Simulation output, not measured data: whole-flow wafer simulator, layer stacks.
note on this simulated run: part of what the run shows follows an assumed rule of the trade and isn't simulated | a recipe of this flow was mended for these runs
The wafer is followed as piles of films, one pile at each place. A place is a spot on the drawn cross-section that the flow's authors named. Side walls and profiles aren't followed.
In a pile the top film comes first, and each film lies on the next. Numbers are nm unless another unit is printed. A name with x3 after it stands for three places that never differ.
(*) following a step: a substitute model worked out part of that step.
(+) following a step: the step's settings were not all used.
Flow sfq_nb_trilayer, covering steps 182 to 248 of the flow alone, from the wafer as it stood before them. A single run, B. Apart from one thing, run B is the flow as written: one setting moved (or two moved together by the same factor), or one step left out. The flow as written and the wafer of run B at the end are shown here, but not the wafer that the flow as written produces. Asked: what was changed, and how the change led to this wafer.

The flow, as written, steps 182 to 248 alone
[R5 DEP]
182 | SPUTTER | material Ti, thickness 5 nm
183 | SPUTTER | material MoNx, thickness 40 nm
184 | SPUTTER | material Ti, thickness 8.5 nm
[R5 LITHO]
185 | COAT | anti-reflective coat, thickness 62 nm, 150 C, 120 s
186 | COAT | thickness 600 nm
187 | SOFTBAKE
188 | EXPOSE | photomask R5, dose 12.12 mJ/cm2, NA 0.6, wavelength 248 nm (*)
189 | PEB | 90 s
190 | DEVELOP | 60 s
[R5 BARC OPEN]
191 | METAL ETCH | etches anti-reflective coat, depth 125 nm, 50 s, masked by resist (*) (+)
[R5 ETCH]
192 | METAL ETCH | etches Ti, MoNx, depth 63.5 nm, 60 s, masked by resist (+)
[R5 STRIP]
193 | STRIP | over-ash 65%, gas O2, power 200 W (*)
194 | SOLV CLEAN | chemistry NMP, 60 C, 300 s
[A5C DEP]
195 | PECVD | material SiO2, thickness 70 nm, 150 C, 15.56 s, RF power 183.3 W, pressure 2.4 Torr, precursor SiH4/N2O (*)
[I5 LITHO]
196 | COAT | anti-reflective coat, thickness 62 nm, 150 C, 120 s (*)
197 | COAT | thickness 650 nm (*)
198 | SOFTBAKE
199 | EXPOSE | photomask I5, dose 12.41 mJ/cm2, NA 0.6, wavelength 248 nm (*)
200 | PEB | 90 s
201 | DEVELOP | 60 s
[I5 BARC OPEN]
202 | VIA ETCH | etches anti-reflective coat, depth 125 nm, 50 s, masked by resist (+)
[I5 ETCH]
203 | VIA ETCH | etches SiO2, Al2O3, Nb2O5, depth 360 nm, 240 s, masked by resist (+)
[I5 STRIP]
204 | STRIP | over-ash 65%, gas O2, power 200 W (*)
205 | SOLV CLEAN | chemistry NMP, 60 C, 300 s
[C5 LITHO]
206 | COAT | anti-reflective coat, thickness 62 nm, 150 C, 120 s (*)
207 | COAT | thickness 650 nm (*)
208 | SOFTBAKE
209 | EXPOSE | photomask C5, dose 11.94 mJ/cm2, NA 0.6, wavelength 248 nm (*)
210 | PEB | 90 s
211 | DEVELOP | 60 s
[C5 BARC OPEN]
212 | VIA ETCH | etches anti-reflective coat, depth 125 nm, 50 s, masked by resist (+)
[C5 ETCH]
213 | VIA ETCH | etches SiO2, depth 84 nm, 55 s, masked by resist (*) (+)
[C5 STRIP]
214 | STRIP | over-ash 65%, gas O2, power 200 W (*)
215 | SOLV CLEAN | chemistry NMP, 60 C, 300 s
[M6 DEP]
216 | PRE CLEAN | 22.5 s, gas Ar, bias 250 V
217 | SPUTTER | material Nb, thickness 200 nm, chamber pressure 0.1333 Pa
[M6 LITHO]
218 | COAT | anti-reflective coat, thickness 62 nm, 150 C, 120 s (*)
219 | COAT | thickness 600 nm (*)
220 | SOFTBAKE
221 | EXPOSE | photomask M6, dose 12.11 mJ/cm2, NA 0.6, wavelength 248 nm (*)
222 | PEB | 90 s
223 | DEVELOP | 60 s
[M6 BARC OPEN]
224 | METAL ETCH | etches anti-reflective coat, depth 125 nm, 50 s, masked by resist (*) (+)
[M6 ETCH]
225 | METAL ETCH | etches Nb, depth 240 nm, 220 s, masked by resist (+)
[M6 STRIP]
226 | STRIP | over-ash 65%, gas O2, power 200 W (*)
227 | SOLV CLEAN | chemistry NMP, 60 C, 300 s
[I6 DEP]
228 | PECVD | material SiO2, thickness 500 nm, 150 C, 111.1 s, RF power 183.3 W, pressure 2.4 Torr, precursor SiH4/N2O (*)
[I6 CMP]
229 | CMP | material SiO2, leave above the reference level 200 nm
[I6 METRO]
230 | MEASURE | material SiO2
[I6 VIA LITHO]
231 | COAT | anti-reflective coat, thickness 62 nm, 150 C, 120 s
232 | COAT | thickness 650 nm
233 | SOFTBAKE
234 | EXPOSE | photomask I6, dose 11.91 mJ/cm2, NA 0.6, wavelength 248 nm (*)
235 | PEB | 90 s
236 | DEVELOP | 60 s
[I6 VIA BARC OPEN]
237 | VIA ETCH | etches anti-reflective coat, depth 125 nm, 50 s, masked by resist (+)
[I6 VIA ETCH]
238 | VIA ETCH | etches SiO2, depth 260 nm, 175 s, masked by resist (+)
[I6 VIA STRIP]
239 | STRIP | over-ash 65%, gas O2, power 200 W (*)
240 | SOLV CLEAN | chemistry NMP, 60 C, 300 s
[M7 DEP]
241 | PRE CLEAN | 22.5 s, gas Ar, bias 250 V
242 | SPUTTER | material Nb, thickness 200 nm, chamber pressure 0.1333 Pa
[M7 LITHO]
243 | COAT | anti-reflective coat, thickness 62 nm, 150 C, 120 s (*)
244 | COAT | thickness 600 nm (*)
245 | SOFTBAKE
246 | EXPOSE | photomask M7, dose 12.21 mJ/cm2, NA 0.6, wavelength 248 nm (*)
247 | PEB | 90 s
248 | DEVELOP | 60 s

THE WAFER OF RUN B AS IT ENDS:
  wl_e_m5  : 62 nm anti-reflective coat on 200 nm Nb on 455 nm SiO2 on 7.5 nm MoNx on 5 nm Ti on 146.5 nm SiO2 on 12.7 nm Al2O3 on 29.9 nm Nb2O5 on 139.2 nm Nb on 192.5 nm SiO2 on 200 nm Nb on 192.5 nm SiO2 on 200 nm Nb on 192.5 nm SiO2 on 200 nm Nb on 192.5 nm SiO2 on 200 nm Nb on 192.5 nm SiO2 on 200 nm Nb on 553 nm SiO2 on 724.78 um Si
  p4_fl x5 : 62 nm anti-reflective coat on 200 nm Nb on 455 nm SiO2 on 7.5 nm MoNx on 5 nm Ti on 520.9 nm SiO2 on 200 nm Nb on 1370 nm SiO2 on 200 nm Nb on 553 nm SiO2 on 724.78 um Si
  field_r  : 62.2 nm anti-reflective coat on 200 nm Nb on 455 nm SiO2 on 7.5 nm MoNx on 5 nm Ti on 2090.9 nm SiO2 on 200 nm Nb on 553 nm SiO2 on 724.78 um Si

Cause: step 183, SPUTTER: thickness 62.5 nm was run, whereas the flow has thickness 40 nm.

How this came from the change, step by step:
  183 | SPUTTER | material MoNx, thickness 40 nm
      field_l, v_sur, via_wl and 103 more: MoNx gains 62.5 (new film) (it would be, as written: MoNx gains 40 (new film))
  192 | METAL ETCH | etches Ti, MoNx, depth 63.5 nm, 60 s, masked by resist (+)
      field_l, v_sur, via_wl and 92 more: Ti loses 8.5 (all of it), MoNx loses 55 (it would be, as written: Ti loses 8.5 (all of it), MoNx loses 40 (all of it), Ti loses 5 (all of it), SiO2 loses 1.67)
      ce_l, c5j, ce_r, wl_jj: Ti loses 8.5 (all of it), MoNx loses 55 (it would be, as written: Ti loses 8.5 (all of it), MoNx loses 40 (all of it), Ti loses 5 (all of it), Nb loses 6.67)
  195 | PECVD | material SiO2, thickness 70 nm, 150 C, 15.56 s, RF power 183.3 W, pressure 2.4 Torr, precursor SiH4/N2O (*)
      field_l, v_sur, via_wl and 92 more: SiO2 gains 70 (new film) (it would be, as written: SiO2 gains 70)
  196 | COAT | anti-reflective coat, thickness 62 nm, 150 C, 120 s (*)
      r5r_line_l, r5r_line_c, r5r_line_r: anti-reflective coat gains 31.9 (new film) (it would be, as written: anti-reflective coat gains 35.5 (new film))
      wl_j_sl, wl_j_sr: anti-reflective coat gains 62 (new film) (it would be, as written: anti-reflective coat gains 60.5 (new film))
      (as well as at 9 more places)
  203 | VIA ETCH | etches SiO2, Al2O3, Nb2O5, depth 360 nm, 240 s, masked by resist (+)
      be: SiO2 loses 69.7 (all of it), MoNx loses 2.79 (it would be, as written: SiO2 loses 214.5 (all of it), Al2O3 loses 12.7 (all of it), Nb2O5 loses 29.9 (all of it), Nb loses 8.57)
  204 | STRIP | over-ash 65%, gas O2, power 200 W (*)
      r5r_line_l, r5r_line_c, r5r_line_r: KrF-resist-other-grade loses 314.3 (all of it), anti-reflective coat loses 31.9 (all of it) (it would be, as written: KrF-resist-other-grade loses 314.5 (all of it), anti-reflective coat loses 35.5 (all of it))
      wl_j_sl, wl_j_sr: KrF-resist-other-grade loses 315.7 (all of it), anti-reflective coat loses 62 (all of it) (it would be, as written: KrF-resist-other-grade loses 316.4 (all of it), anti-reflective coat loses 60.5 (all of it))
      (as well as at 9 more places)
  206 | COAT | anti-reflective coat, thickness 62 nm, 150 C, 120 s (*)
      r5r_line_l, r5r_line_c, r5r_line_r: anti-reflective coat gains 31.9 (new film) (it would be, as written: anti-reflective coat gains 35.5 (new film))
      wl_j_sl, wl_j_sr: anti-reflective coat gains 62 (new film) (it would be, as written: anti-reflective coat gains 60.5 (new film))
      (as well as at 17 more places)
  207 | COAT | thickness 650 nm (*)
      be: KrF-resist-other-grade gains 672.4 (new film) (it would be, as written: KrF-resist-other-grade gains 815 (new film))
      gap: KrF-resist-other-grade gains 654.3 (new film) (it would be, as written: KrF-resist-other-grade gains 641 (new film))
  212 | VIA ETCH | etches anti-reflective coat, depth 125 nm, 50 s, masked by resist (+)
      c5j: anti-reflective coat loses 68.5 (all of it), SiO2 loses 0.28 (it would be, as written: anti-reflective coat loses 73.7 (all of it), SiO2 loses 0.26)
  213 | VIA ETCH | etches SiO2, depth 84 nm, 55 s, masked by resist (*) (+)
      c5j: SiO2 loses 69.7 (all of it), MoNx loses 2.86 (it would be, as written: SiO2 loses 69.7 (all of it), Nb loses 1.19)
  214 | STRIP | over-ash 65%, gas O2, power 200 W (*)
      r5r_line_l, r5r_line_c, r5r_line_r: KrF-resist-other-grade loses 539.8 (all of it), anti-reflective coat loses 31.9 (all of it) (it would be, as written: KrF-resist-other-grade loses 540 (all of it), anti-reflective coat loses 35.5 (all of it))
      wl_j_sl, wl_j_sr: KrF-resist-other-grade loses 541.2 (all of it), anti-reflective coat loses 62 (all of it) (it would be, as written: KrF-resist-other-grade loses 541.9 (all of it), anti-reflective coat loses 60.5 (all of it))
      (as well as at 16 more places)
  216 | PRE CLEAN | 22.5 s, gas Ar, bias 250 V
      be: MoNx loses 4.71 (all of it), Ti loses 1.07 (it would be, as written: Nb loses 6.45)
      c5j: MoNx loses 4.64 (all of it), Ti loses 1.14 (it would be, as written: Nb loses 6.45)
  217 | SPUTTER | material Nb, thickness 200 nm, chamber pressure 0.1333 Pa
      be: Nb gains 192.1 (new film) (it would be, as written: Nb gains 145.8)
      c5j: Nb gains 188.1 (new film) (it would be, as written: Nb gains 188.4)
  218 | COAT | anti-reflective coat, thickness 62 nm, 150 C, 120 s (*)
      r5r_line_l, r5r_line_c, r5r_line_r: anti-reflective coat gains 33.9 (new film) (it would be, as written: anti-reflective coat gains 37.1 (new film))
      wl_j_sl, wl_j_sr: anti-reflective coat gains 62 (new film) (it would be, as written: anti-reflective coat gains 60.5 (new film))
      (as well as at 19 more places)
  219 | COAT | thickness 600 nm (*)
      via_v: KrF-resist-other-grade gains 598 (new film) (it would be, as written: KrF-resist-other-grade gains 584.1 (new film))
      be: KrF-resist-other-grade gains 620.5 (new film) (it would be, as written: KrF-resist-other-grade gains 795.2 (new film))
      (as well as at 1 more place)
  223 | DEVELOP | 60 s
      gap: KrF-resist-other-grade loses 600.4 (all of it) (it would be, as written: KrF-resist-other-grade loses 584.6 (all of it))
  ... another 3 steps ...
  229 | CMP | material SiO2, leave above the reference level 200 nm
      r5r_line_l, r5r_spacepad_l, r5r_spacepad_r, r5r_line_c, r5r_line_r: SiO2 loses 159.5 (it would be, as written: SiO2 loses 151.2)
      be_r, r_sur, r_end: SiO2 loses 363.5 (it would be, as written: SiO2 loses 355.2)
      (as well as at 3 more places)
With metal films that touch counted as one body, wl_e_m5 has 8 bodies (between them, from the top down: SiO2 455; SiO2 146.5 / Al2O3 12.7 / Nb2O5 29.9; SiO2 192.5; SiO2 192.5; SiO2 192.5; SiO2 192.5; SiO2 192.5); the flow as written gives 7 bodies (between them, from the top down: SiO2 599.8 / Al2O3 12.7 / Nb2O5 29.9; SiO2 192.5; SiO2 192.5; SiO2 192.5; SiO2 192.5; SiO2 192.5).
With metal films that touch counted as one body, p4_fl x5 has 4 bodies (between them, from the top down: SiO2 455; SiO2 520.9; SiO2 1370); the flow as written gives 3 bodies (between them, from the top down: SiO2 974.2; SiO2 1370).
With metal films that touch counted as one body, field_r has 3 bodies (between them, from the top down: SiO2 455; SiO2 2090.9); the flow as written gives 2 bodies (between them, from the top down: SiO2 2544.2).
